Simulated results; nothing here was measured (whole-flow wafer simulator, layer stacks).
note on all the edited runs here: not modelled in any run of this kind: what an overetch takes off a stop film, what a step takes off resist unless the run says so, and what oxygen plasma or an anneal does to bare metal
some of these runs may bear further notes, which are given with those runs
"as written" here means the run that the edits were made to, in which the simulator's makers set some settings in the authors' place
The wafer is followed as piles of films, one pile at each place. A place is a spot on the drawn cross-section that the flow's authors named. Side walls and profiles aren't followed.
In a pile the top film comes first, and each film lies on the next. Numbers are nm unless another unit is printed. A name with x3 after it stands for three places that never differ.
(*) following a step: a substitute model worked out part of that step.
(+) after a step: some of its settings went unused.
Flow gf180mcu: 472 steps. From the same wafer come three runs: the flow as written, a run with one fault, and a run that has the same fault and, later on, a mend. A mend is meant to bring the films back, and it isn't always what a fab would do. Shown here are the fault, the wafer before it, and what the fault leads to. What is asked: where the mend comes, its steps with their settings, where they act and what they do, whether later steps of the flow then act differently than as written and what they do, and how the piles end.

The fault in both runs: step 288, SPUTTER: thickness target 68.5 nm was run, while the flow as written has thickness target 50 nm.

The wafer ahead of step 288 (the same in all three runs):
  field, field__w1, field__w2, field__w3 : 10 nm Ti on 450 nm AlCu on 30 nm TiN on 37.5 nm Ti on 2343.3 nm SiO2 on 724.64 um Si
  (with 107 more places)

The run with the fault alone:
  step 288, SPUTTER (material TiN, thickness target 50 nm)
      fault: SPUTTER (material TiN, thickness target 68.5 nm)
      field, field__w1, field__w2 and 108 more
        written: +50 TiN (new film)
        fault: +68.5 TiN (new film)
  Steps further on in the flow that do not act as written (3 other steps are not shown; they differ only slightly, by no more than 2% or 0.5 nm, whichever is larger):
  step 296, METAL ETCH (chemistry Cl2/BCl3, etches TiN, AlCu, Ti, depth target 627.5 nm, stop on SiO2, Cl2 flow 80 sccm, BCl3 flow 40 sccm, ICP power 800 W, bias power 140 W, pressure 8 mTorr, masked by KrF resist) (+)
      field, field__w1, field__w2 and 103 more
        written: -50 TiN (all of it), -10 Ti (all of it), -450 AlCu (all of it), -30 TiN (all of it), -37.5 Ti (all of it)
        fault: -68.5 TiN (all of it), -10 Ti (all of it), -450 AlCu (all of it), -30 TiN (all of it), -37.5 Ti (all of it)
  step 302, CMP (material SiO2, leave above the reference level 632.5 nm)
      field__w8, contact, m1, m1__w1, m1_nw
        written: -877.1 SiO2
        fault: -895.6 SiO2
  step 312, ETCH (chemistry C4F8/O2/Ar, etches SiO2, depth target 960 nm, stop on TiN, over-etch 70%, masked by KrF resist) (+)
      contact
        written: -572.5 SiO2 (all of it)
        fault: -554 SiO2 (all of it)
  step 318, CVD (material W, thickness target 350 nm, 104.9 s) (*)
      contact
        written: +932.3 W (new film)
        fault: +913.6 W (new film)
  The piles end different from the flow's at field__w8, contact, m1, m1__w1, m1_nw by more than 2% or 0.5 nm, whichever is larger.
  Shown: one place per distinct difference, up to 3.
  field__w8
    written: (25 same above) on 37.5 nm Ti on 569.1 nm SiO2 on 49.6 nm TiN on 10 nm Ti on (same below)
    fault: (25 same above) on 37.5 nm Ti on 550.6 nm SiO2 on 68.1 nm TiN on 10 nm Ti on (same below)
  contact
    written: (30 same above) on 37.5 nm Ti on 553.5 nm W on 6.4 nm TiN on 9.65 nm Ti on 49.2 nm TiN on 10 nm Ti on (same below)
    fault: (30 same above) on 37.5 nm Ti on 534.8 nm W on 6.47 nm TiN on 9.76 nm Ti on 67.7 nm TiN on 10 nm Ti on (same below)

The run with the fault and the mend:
  After step 295 comes the mend.
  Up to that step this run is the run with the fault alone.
  step 295a, STRIP (chemistry O2/N2, power 2160 W, pressure 1700 mTorr) (*)
      field__w8, contact, m1, m1__w1, m1_nw
        -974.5 KrF resist (all of it)
  step 295b, METAL ETCH (chemistry Cl2/BCl3, etches TiN, AlCu, Ti, depth target 18.5 nm, Cl2 flow 80 sccm, BCl3 flow 40 sccm, ICP power 800 W, bias power 140 W, pressure 8 mTorr) (a further turn of the flow's step 260, with different settings)
      field, field__w1, field__w2 and 108 more
        -18.5 TiN
  step 295c, HMDS (120 C, 60 s) (a further turn of the flow's step 290)
      alters no film at any place that is followed
  step 295d, COAT (KrF resist, thickness 1000 nm) (a further turn of the flow's step 291)
      field, field__w1, field__w2 and 108 more
        +1000 KrF resist (new film)
  step 295e, SOFTBAKE (KrF resist) (a further turn of the flow's step 292)
      alters no film at any place that is followed
  step 295f, EXPOSE (photomask Metal2) (a further turn of the flow's step 293)
      alters no film at any place that is followed
  step 295g, PEB (KrF resist, 135 C, 90 s) (a further turn of the flow's step 294)
      field, field__w1, field__w2 and 108 more
        -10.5 KrF resist
  step 295h, DEVELOP (thickness 1000 nm, 60 s) (a further turn of the flow's step 295)
      field, field__w1, field__w2 and 103 more
        -989.5 KrF resist (all of it)
      field__w8, contact, m1, m1__w1, m1_nw
        -14.9 KrF resist
  None of the later steps of the flow acts differently than as written at any place that is followed.
  The piles end the same as the flow's at every place that both follow.
